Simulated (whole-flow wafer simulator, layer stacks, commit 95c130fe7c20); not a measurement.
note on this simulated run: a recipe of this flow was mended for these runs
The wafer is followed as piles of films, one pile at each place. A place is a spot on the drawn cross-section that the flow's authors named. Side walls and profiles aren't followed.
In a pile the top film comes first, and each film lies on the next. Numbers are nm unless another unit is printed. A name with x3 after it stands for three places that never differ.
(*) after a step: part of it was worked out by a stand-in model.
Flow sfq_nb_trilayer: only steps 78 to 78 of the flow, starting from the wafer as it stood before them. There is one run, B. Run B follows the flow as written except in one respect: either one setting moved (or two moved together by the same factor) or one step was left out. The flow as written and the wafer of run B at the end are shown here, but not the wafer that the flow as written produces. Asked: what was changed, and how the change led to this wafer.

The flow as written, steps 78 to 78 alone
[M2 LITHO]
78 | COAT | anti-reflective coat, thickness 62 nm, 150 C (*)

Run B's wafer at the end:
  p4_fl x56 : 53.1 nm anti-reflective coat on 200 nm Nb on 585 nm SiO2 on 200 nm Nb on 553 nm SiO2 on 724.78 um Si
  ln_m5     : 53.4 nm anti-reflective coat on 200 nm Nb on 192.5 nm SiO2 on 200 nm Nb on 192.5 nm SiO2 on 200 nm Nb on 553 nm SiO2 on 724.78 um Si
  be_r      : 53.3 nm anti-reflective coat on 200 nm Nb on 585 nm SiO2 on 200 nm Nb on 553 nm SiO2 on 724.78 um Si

Cause: step 78, COAT: thickness 53.1 nm was run, though the flow has thickness 62 nm.
One can read it off the wafer: p4_fl x56 has anti-reflective coat 53.1, and step 78 as written asks for 62 nm.

The path from the change to this, step by step:
  78 | COAT | anti-reflective coat, thickness 62 nm, 150 C (*)
      p4_fl x56, wl_j_sl x16, l0r_line_l x3, m0r_space_l x2: anti-reflective coat gains 53.1 (new film) (as written it would have been: anti-reflective coat gains 62 (new film))
      ln_m5, lsp_m, ln_m6, lsp_r, l0_sur, l0v: anti-reflective coat gains 53.4 (new film) (as written it would have been: anti-reflective coat gains 62.3 (new film))
      (and at 23 other places as well)
